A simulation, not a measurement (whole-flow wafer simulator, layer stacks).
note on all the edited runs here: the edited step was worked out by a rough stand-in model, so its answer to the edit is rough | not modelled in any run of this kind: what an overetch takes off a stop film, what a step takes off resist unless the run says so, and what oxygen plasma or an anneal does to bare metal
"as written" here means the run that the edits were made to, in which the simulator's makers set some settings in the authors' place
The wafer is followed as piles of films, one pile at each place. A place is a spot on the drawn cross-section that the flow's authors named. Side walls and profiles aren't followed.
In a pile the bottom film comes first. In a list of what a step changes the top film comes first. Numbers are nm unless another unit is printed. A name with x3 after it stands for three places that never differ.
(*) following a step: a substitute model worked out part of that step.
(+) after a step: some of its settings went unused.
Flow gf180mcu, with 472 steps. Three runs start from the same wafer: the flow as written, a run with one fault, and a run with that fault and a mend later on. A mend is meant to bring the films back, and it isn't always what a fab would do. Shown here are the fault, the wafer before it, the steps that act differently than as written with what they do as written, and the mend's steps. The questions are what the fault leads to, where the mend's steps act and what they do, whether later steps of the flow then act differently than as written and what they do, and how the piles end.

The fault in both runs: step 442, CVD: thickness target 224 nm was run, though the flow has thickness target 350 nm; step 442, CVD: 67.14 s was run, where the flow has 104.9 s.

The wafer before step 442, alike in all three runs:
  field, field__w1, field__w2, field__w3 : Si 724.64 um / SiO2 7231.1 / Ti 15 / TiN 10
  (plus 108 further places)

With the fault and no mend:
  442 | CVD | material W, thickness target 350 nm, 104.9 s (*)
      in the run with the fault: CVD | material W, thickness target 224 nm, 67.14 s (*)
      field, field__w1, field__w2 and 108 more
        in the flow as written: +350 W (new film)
        in the run with the fault: +225.1 W (new film)
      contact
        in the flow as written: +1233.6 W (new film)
        in the run with the fault: +1108.7 W (new film)
  Steps later in the flow that act otherwise than as written:
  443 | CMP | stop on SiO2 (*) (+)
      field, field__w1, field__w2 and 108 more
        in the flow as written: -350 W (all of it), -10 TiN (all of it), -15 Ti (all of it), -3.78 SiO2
        in the run with the fault: -225.1 W (all of it), -10 TiN (all of it), -15 Ti (all of it), -2.52 SiO2
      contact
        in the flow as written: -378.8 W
        in the run with the fault: -252.6 W
  When the end is reached, the piles differ only a little from the flow's at the places that both follow, at most by 2% or 0.5 nm, whichever is larger.

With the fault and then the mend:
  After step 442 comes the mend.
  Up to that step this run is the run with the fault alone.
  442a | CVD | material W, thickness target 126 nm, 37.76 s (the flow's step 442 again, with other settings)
      field, field__w1, field__w2 and 109 more
        +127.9 W
  Every later step of the flow that is run acts as written, at every place that is followed, to within 2% or 0.5 nm, whichever is larger.
  When the end is reached, the piles differ only a little from the flow's at the places that both follow, at most by 2% or 0.5 nm, whichever is larger.
